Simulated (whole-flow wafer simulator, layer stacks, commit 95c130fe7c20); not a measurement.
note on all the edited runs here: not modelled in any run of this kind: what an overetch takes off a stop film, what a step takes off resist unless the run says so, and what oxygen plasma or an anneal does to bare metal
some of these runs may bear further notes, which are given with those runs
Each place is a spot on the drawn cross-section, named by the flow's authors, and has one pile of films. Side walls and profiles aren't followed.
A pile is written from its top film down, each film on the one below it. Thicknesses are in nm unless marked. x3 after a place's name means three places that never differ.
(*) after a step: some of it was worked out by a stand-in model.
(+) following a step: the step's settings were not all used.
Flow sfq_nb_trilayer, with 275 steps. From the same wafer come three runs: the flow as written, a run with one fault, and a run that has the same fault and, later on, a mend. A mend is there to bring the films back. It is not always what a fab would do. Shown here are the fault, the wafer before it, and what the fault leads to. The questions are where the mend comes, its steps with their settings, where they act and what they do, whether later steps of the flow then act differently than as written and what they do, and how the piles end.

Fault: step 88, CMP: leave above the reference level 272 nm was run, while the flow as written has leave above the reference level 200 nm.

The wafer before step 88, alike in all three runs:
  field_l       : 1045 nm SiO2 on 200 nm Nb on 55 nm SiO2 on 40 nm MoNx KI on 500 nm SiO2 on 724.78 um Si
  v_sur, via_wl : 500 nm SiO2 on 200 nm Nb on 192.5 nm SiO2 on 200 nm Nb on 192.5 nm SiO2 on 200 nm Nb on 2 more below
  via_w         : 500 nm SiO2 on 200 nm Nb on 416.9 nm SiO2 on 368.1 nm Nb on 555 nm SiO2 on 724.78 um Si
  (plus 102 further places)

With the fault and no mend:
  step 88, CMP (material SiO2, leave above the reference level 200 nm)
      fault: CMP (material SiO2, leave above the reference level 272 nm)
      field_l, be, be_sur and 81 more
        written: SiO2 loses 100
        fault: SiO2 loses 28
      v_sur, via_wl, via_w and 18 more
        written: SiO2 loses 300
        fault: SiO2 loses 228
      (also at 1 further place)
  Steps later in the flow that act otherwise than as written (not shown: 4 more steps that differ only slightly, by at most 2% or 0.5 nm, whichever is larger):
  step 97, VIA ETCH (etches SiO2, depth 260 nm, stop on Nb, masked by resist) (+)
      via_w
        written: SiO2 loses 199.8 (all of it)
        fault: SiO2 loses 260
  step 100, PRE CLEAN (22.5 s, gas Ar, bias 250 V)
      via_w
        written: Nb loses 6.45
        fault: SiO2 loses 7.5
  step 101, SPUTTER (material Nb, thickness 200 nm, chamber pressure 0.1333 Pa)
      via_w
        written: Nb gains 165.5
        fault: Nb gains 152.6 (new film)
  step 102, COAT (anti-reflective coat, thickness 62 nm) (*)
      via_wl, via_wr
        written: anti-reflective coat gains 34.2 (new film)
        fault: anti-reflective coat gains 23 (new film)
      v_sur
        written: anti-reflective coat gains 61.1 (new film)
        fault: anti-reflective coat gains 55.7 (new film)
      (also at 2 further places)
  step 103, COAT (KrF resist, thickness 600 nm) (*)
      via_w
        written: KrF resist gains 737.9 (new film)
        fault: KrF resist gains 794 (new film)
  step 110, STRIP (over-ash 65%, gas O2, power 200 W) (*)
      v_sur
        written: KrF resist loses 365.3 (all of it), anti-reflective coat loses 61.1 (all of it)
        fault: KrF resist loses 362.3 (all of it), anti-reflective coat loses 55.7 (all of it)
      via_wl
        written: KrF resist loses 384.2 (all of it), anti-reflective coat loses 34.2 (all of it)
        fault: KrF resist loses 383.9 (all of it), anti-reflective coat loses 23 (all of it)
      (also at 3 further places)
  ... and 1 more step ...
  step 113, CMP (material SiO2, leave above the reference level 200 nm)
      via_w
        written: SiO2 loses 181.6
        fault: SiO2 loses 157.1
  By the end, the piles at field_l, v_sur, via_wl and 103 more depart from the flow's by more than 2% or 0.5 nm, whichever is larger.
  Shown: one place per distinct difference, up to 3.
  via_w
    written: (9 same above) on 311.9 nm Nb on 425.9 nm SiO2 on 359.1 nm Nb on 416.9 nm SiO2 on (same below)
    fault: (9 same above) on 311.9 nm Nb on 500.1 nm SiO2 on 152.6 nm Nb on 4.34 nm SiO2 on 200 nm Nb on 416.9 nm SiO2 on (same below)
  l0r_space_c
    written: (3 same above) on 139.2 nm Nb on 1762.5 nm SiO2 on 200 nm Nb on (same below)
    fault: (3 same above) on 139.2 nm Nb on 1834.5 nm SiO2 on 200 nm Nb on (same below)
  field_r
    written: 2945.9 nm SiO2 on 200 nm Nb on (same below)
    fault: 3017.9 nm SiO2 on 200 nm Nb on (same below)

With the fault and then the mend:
  The mend follows step 89.
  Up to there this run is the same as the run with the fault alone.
  step 89a, CMP (material SiO2, leave above the reference level 200 nm) (the flow's step 88 again)
      field_l, v_sur, via_wl and 103 more
        SiO2 loses 72
  Every later step of the flow that is run acts as written at every place that is followed.
  At every place that both follow, the piles at the end match the flow's.
